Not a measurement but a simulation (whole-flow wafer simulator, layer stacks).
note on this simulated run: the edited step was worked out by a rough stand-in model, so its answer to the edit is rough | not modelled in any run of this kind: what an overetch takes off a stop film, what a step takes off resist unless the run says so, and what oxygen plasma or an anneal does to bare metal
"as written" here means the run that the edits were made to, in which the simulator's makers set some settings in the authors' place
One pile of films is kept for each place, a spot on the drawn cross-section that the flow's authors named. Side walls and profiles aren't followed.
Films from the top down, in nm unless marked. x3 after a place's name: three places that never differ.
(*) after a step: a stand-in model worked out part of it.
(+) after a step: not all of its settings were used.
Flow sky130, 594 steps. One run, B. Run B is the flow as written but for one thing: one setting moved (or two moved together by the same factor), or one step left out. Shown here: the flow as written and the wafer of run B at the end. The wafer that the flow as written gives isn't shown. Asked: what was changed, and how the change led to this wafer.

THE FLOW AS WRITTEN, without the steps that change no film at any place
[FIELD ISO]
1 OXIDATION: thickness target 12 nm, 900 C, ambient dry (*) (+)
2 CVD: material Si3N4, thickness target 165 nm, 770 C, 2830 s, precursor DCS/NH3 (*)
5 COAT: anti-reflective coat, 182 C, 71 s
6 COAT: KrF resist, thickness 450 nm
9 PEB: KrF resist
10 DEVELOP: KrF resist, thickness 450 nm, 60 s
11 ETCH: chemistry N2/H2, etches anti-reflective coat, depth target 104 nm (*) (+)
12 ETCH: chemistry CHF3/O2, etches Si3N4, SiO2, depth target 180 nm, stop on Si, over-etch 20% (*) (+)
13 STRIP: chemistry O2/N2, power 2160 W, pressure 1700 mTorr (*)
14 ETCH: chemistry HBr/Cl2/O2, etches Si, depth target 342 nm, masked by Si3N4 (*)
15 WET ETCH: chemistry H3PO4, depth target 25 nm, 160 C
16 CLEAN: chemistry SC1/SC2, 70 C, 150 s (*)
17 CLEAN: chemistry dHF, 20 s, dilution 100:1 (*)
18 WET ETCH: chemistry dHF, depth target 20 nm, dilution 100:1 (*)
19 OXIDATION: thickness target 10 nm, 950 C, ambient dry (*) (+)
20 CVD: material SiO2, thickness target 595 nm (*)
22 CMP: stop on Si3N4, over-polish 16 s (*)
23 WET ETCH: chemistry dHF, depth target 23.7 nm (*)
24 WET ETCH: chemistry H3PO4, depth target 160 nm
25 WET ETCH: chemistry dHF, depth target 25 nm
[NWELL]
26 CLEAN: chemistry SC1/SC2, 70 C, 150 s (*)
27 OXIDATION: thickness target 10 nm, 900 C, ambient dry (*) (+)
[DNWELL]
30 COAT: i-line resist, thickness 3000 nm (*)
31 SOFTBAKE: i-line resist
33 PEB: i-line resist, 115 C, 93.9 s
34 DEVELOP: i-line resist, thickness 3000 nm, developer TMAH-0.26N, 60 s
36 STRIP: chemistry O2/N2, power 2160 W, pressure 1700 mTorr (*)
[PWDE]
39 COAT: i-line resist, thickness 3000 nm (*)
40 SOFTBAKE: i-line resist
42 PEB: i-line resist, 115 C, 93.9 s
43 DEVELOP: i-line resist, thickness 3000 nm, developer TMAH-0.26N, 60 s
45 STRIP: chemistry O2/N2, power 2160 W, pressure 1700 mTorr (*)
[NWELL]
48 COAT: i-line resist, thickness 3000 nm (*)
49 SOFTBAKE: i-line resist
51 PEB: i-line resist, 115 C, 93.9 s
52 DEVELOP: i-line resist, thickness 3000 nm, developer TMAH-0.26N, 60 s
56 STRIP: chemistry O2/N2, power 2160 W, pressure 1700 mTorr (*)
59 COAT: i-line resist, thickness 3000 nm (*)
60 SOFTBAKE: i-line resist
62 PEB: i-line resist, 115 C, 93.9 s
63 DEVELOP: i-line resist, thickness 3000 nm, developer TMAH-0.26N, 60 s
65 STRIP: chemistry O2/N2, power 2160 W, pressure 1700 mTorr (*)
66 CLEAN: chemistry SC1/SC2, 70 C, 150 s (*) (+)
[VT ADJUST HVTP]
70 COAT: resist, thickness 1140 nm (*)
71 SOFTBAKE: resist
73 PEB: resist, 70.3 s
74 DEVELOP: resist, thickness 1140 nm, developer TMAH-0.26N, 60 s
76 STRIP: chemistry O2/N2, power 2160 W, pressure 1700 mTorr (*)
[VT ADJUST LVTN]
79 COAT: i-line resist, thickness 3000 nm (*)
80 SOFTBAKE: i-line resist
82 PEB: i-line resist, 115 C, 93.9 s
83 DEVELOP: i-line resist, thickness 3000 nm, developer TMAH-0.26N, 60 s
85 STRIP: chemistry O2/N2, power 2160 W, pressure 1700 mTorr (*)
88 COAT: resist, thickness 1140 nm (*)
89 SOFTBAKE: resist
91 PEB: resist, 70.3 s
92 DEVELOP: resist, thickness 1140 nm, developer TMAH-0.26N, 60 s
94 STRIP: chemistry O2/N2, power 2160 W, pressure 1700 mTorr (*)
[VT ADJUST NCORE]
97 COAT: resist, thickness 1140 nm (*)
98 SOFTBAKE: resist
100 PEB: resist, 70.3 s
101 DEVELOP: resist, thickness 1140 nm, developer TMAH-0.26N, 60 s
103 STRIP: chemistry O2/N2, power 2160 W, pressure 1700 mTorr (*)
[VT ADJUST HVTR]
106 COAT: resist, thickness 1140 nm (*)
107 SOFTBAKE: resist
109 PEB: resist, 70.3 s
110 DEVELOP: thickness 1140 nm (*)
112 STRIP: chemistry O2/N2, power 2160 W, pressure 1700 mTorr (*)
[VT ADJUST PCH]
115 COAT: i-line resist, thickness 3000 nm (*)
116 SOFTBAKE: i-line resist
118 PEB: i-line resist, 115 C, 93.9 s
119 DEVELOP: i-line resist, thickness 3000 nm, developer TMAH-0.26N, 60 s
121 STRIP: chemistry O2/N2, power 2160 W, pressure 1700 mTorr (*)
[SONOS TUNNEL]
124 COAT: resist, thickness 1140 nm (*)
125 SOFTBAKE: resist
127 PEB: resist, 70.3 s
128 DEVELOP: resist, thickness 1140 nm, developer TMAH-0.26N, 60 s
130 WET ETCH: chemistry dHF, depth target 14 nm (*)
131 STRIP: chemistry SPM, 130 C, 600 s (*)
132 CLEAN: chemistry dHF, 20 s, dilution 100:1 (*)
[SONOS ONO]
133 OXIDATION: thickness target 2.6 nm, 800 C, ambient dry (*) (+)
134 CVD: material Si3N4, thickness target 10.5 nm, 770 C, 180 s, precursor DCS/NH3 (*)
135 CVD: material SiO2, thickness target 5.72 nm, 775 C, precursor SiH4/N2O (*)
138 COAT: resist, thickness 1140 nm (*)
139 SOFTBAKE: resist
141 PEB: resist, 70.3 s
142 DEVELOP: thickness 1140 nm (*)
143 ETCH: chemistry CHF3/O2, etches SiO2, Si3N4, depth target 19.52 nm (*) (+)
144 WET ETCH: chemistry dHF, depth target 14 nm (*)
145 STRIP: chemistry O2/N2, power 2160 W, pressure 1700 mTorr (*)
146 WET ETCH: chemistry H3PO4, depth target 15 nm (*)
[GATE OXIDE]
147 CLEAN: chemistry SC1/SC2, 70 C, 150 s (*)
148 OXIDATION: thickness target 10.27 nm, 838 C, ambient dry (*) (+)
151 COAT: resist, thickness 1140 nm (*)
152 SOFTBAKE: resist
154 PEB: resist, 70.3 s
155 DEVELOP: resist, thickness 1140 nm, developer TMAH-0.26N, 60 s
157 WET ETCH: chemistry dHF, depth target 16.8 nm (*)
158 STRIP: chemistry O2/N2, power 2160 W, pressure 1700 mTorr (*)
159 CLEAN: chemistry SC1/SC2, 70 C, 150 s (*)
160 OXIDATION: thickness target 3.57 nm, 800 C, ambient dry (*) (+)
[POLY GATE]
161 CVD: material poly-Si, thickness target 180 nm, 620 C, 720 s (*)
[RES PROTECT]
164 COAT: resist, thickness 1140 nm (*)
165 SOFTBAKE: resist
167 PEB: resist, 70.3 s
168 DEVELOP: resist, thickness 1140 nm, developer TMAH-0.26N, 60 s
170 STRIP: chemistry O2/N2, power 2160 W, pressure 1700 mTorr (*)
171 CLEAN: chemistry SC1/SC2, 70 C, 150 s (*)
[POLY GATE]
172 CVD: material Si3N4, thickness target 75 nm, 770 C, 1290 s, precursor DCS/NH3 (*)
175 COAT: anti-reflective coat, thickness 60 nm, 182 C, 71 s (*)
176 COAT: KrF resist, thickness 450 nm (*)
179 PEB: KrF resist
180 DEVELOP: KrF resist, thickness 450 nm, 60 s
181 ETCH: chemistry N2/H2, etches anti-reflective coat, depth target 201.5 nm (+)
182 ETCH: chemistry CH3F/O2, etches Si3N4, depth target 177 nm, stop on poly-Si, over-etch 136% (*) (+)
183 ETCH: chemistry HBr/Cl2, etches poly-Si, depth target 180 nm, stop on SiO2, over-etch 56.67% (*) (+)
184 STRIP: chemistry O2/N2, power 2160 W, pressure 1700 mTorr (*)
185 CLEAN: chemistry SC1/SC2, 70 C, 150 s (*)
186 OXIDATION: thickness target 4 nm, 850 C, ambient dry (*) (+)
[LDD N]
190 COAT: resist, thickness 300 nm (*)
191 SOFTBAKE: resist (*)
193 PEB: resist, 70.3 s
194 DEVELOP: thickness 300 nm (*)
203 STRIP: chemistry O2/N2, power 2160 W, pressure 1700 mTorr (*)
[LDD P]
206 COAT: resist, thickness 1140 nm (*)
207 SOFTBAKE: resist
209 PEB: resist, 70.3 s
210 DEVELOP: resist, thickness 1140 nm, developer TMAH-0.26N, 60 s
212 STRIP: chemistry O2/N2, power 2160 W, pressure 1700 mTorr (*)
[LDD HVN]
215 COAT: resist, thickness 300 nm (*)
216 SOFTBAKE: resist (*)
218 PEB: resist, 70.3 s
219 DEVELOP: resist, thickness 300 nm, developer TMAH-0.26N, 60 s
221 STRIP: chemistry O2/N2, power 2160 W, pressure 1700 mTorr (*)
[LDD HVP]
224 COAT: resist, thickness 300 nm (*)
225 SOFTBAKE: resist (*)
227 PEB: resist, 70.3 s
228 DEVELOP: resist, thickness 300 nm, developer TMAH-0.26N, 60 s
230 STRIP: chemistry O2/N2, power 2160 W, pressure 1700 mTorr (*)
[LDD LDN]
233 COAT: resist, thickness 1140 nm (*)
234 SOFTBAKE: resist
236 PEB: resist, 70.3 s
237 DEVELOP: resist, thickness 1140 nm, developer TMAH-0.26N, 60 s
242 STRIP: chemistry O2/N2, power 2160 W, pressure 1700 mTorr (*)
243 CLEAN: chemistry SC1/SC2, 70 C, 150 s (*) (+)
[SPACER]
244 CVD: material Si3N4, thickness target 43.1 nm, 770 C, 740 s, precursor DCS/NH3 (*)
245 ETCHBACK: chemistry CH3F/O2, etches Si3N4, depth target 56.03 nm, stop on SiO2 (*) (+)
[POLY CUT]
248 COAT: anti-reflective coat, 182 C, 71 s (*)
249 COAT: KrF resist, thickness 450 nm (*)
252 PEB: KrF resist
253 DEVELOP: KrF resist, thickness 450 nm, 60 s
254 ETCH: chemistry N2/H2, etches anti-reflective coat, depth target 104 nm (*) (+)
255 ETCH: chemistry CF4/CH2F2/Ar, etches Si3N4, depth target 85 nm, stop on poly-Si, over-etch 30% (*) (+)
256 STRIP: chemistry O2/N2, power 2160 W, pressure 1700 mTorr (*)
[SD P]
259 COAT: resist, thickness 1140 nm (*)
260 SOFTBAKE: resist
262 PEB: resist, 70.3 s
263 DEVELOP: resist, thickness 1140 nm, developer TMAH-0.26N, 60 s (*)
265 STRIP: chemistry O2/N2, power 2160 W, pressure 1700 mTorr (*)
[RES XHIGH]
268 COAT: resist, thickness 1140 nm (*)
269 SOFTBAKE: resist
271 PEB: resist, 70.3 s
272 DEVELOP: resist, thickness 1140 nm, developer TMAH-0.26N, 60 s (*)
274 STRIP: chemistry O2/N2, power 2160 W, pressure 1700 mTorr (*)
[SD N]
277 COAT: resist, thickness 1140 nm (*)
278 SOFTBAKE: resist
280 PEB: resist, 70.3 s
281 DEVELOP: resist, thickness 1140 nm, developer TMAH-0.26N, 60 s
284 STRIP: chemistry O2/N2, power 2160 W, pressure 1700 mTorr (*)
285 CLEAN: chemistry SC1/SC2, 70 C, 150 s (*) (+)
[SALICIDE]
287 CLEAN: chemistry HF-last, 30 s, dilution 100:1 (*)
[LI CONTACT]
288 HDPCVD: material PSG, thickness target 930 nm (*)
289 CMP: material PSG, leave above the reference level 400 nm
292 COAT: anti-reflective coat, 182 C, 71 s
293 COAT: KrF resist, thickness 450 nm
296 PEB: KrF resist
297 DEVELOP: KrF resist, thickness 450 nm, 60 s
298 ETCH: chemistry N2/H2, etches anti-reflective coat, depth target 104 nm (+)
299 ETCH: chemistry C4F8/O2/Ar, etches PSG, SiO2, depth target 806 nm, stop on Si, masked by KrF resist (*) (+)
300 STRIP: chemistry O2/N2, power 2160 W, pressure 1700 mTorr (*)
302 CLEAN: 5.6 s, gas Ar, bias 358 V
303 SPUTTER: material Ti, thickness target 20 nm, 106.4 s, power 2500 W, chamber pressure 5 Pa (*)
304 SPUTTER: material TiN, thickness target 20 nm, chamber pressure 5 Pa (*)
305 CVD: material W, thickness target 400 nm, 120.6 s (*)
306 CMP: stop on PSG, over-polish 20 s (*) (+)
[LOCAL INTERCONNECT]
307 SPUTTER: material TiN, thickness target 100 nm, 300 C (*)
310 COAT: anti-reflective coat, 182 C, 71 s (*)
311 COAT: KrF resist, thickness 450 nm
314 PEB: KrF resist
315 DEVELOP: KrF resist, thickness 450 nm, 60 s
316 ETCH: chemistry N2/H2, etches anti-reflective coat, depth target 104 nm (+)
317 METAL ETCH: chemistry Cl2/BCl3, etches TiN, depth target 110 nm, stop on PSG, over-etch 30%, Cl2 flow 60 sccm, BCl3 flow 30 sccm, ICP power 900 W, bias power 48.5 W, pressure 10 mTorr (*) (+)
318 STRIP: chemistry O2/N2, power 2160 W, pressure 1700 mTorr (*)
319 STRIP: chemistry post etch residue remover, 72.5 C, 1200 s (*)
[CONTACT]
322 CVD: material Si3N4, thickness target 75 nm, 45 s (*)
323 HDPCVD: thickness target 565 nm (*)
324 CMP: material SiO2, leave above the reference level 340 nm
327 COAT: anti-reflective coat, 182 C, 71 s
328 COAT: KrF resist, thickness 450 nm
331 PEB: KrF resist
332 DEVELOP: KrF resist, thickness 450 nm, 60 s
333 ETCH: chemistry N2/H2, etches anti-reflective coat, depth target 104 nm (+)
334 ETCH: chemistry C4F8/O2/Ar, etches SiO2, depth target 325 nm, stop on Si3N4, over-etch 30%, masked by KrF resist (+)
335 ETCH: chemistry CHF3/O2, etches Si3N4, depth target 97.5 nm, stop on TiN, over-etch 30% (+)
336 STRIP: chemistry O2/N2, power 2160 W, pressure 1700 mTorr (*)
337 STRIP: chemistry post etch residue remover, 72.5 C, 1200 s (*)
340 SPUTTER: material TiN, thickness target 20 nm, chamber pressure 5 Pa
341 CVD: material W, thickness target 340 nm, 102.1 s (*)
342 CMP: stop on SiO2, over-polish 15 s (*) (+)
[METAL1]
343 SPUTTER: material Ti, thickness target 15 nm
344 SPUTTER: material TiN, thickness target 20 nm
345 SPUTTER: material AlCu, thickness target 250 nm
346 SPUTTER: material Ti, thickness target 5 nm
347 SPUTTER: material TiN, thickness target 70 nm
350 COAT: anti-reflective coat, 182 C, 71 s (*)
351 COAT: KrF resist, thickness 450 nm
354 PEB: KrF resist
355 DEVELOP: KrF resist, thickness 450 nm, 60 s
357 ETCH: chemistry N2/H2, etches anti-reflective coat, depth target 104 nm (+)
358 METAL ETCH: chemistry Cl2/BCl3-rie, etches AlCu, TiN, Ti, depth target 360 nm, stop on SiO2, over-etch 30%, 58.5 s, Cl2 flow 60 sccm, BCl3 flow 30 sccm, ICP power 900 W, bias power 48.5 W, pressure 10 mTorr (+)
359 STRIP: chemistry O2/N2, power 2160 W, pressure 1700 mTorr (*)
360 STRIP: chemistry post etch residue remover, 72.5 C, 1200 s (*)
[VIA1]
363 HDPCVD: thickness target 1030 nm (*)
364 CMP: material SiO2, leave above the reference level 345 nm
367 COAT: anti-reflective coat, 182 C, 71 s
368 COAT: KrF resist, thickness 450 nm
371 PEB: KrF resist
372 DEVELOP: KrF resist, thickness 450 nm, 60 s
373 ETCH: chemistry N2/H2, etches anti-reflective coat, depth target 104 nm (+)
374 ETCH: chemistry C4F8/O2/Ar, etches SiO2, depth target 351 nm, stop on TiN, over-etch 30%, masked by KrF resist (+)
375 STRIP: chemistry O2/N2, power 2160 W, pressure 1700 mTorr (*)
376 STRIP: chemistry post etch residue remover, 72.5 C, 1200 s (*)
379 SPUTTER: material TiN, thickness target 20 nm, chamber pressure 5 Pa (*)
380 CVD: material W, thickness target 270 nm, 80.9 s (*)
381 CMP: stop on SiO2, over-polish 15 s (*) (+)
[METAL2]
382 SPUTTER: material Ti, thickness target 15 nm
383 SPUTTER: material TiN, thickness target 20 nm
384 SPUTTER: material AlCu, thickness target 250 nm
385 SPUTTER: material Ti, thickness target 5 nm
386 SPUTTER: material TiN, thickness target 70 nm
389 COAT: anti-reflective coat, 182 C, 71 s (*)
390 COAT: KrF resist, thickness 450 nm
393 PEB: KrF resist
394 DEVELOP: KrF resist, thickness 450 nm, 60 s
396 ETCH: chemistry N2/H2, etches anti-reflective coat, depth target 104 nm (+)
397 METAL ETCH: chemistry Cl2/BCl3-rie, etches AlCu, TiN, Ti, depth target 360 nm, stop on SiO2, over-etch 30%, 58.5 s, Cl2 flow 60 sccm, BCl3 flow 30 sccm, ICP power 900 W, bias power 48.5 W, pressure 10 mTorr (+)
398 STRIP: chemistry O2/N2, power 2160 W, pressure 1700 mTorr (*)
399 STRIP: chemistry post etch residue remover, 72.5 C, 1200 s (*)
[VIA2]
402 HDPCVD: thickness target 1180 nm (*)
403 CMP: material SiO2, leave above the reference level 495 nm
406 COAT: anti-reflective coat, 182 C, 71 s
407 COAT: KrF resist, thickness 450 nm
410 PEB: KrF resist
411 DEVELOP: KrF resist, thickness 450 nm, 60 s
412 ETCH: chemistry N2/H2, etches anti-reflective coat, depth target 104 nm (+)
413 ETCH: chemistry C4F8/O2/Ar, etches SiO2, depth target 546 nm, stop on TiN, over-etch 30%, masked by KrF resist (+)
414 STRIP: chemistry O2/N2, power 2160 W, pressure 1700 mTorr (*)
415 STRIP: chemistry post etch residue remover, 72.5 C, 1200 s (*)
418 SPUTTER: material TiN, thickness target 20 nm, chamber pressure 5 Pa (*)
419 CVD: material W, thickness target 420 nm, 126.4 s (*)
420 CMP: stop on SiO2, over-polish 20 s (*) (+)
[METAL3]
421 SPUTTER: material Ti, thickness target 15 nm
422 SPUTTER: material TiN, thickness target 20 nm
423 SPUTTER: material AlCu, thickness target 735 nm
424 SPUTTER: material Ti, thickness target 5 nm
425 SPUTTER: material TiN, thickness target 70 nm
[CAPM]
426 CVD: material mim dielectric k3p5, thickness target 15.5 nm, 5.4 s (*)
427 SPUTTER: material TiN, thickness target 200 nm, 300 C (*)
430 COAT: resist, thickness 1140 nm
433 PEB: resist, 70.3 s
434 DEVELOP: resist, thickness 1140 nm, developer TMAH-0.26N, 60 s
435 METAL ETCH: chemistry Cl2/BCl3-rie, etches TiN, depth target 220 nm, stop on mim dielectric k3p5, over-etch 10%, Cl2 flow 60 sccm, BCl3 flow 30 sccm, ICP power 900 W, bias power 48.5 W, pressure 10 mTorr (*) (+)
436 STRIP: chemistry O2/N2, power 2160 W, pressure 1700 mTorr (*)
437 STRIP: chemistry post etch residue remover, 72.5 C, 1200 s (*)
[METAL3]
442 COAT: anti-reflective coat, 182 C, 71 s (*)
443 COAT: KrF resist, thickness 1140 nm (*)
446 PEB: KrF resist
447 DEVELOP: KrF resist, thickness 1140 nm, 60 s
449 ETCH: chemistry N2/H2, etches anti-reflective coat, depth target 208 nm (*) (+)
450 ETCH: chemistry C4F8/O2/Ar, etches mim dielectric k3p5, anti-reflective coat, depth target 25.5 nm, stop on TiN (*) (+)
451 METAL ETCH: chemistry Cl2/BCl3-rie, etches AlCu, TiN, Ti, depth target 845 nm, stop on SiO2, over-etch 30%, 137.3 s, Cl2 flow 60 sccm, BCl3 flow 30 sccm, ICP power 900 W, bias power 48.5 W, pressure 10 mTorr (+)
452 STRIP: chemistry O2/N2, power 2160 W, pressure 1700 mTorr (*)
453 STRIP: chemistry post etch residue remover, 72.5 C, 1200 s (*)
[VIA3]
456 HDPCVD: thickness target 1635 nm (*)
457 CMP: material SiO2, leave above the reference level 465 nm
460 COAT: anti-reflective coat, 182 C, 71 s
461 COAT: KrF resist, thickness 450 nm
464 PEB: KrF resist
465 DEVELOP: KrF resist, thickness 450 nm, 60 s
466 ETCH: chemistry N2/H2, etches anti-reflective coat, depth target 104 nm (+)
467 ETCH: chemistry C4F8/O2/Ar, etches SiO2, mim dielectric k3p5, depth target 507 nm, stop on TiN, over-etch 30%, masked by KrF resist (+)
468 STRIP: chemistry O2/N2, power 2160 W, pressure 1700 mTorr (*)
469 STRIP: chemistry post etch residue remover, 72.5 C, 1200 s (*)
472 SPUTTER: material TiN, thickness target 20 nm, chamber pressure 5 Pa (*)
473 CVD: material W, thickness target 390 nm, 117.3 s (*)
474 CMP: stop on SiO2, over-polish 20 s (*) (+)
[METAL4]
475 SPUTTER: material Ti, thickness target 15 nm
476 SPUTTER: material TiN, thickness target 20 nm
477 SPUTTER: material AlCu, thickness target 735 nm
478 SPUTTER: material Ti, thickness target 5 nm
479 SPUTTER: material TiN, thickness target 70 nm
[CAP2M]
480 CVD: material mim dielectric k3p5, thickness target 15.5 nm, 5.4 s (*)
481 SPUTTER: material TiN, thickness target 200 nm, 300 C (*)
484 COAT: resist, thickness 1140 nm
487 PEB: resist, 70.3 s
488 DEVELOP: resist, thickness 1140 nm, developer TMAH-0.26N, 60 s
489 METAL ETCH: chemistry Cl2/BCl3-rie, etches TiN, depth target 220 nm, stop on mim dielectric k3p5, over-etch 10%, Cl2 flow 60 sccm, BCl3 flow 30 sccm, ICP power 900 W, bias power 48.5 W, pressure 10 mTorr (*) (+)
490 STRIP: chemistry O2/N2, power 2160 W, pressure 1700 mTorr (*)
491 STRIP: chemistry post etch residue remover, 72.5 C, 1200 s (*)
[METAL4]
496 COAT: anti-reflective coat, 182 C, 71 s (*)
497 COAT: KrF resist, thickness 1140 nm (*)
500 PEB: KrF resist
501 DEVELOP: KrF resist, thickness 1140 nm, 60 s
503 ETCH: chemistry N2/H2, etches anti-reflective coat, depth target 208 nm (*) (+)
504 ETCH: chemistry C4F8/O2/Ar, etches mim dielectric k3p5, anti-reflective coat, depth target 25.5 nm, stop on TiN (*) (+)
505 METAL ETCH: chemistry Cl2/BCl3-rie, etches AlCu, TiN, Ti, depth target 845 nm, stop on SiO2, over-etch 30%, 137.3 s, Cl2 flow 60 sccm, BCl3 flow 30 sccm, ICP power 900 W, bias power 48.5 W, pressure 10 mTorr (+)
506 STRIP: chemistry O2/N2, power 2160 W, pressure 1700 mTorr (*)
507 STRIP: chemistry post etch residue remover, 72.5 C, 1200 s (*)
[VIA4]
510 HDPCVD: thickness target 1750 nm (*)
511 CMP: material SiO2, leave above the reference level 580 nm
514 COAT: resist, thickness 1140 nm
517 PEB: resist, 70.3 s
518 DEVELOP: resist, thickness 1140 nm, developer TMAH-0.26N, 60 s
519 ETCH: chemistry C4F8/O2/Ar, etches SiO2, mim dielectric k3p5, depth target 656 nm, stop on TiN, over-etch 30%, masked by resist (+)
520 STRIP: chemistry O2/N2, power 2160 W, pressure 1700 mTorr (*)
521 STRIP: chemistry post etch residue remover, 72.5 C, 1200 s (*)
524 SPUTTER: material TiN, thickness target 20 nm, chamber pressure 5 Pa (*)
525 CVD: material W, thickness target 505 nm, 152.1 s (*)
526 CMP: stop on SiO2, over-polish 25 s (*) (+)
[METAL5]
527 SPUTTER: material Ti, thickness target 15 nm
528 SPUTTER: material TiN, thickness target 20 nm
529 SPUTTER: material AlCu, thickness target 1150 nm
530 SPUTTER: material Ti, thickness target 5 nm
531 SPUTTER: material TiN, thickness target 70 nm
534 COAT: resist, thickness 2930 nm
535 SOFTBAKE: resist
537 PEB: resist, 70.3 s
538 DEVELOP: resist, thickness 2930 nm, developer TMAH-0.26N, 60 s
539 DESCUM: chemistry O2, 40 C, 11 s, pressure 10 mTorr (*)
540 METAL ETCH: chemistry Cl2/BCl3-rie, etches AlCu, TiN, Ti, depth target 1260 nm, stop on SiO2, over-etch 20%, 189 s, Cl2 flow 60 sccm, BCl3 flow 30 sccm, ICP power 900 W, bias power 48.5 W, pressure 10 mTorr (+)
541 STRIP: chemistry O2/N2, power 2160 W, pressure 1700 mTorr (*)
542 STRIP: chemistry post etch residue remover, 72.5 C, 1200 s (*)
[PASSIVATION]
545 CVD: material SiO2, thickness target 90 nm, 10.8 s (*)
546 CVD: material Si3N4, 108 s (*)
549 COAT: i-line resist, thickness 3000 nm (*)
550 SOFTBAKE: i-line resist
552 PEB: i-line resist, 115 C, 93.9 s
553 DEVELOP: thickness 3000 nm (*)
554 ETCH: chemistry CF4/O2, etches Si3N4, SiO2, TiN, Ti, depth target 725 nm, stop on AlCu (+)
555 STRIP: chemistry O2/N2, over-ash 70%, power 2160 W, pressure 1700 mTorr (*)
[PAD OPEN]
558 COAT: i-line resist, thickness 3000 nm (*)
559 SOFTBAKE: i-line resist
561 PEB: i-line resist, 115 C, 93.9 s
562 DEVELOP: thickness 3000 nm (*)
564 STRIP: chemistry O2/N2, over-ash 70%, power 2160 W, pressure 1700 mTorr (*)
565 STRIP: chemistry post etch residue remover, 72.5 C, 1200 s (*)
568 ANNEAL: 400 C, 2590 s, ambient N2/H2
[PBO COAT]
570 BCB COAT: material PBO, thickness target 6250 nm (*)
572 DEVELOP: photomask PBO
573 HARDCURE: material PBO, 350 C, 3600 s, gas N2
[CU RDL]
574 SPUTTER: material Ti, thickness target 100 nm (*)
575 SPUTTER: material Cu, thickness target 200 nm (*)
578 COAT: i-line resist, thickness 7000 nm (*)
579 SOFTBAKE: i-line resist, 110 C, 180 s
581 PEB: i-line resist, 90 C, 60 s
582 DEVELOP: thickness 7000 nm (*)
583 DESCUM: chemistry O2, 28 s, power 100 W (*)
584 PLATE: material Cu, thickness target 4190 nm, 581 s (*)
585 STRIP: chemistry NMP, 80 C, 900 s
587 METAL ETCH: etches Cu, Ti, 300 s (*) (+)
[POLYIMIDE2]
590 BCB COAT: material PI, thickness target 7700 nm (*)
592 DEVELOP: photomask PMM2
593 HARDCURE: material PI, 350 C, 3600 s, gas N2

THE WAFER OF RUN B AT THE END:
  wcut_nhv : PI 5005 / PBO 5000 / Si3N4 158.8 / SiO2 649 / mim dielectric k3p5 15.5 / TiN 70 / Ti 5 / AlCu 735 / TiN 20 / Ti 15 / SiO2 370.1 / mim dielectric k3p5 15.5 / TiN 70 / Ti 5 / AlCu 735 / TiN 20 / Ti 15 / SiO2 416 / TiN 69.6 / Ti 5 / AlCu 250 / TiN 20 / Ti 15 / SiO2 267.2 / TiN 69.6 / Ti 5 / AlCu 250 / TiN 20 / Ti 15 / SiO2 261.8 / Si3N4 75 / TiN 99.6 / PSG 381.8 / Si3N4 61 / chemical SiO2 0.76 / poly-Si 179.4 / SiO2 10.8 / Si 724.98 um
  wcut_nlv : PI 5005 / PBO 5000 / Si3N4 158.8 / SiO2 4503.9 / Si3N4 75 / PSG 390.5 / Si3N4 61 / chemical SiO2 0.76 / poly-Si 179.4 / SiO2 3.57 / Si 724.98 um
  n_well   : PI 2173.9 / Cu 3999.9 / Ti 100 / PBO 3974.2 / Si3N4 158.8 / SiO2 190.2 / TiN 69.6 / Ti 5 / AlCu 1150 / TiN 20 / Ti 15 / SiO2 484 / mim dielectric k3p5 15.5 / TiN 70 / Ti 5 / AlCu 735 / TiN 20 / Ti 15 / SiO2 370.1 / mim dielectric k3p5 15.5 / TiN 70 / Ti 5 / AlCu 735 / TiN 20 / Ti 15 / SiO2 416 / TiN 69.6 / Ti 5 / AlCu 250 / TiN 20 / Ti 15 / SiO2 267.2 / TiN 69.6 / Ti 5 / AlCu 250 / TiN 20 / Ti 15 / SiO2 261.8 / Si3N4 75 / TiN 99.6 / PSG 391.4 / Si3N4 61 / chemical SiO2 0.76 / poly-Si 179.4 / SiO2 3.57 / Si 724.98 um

The cause: step 545, CVD: thickness target 137 nm was run, where the flow has thickness target 90 nm; step 545, CVD: 16.5 s was run, where the flow has 10.8 s.

How the change led to this, step by step:
  545 CVD: material SiO2, thickness target 90 nm, 10.8 s (*)
      field, active, gate and 175 more: SiO2 +190.2 (as written it would be: SiO2 +125.2)
      n_well, p_well, sd_n and 12 more: SiO2 +190.2 (new film) (as written it would be: SiO2 +125.2 (new film))
  550 SOFTBAKE: i-line resist
      active: i-line resist +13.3 (as written it would be: i-line resist +12)
      gate: i-line resist -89 (as written it would be: i-line resist -85.5)
      (and at 60 more places)
  554 ETCH: chemistry CF4/O2, etches Si3N4, SiO2, TiN, Ti, depth target 725 nm, stop on AlCu (+)
      field, active, n_well and 189 more: i-line resist -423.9 (as written it would be: i-line resist -358.9)
      pad: Si3N4 -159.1 (all of it), SiO2 -190.2 (all of it), TiN -69.6 (all of it), Ti -5 (all of it) (as written it would be: Si3N4 -159.1 (all of it), SiO2 -125.2 (all of it), TiN -69.6 (all of it), Ti -5 (all of it))
  555 STRIP: chemistry O2/N2, over-ash 70%, power 2160 W, pressure 1700 mTorr (*)
      gate_hv, dice_street, iso_guard and 83 more: i-line resist -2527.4 (all of it) (as written it would be: i-line resist -2592.4 (all of it))
      n_well, p_well, sd_n, sd_p: i-line resist -1275.8 (all of it) (as written it would be: i-line resist -1340.8 (all of it))
      (and at 102 more places)
  558 COAT: i-line resist, thickness 3000 nm (*)
      pad: i-line resist +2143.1 (new film) (as written it would be: i-line resist +2077.7 (new film))
  559 SOFTBAKE: i-line resist
      field: i-line resist +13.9 (as written it would be: i-line resist +12.5)
      active: i-line resist +13.3 (as written it would be: i-line resist +12)
      (and at 67 more places)
  561 PEB: i-line resist, 115 C, 93.9 s
      pad: i-line resist -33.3 (as written it would be: i-line resist -32.2)
  562 DEVELOP: thickness 3000 nm (*)
      pad: i-line resist -2109.8 (all of it) (as written it would be: i-line resist -2045.5 (all of it))
  578 COAT: i-line resist, thickness 7000 nm (*)
      pad: i-line resist +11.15 um (new film) (as written it would be: i-line resist +11.08 um (new film))
  579 SOFTBAKE: i-line resist, 110 C, 180 s
      ndiff_licon_rim, ndiff_licon: i-line resist -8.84 (as written it would be: i-line resist -8.01)
      rpo_hd_licon, mim2: i-line resist -15.8 (as written it would be: i-line resist -14.9)
      (and at 27 more places)
  582 DEVELOP: thickness 7000 nm (*)
      pad: i-line resist -11.15 um (all of it) (as written it would be: i-line resist -11.08 um (all of it))
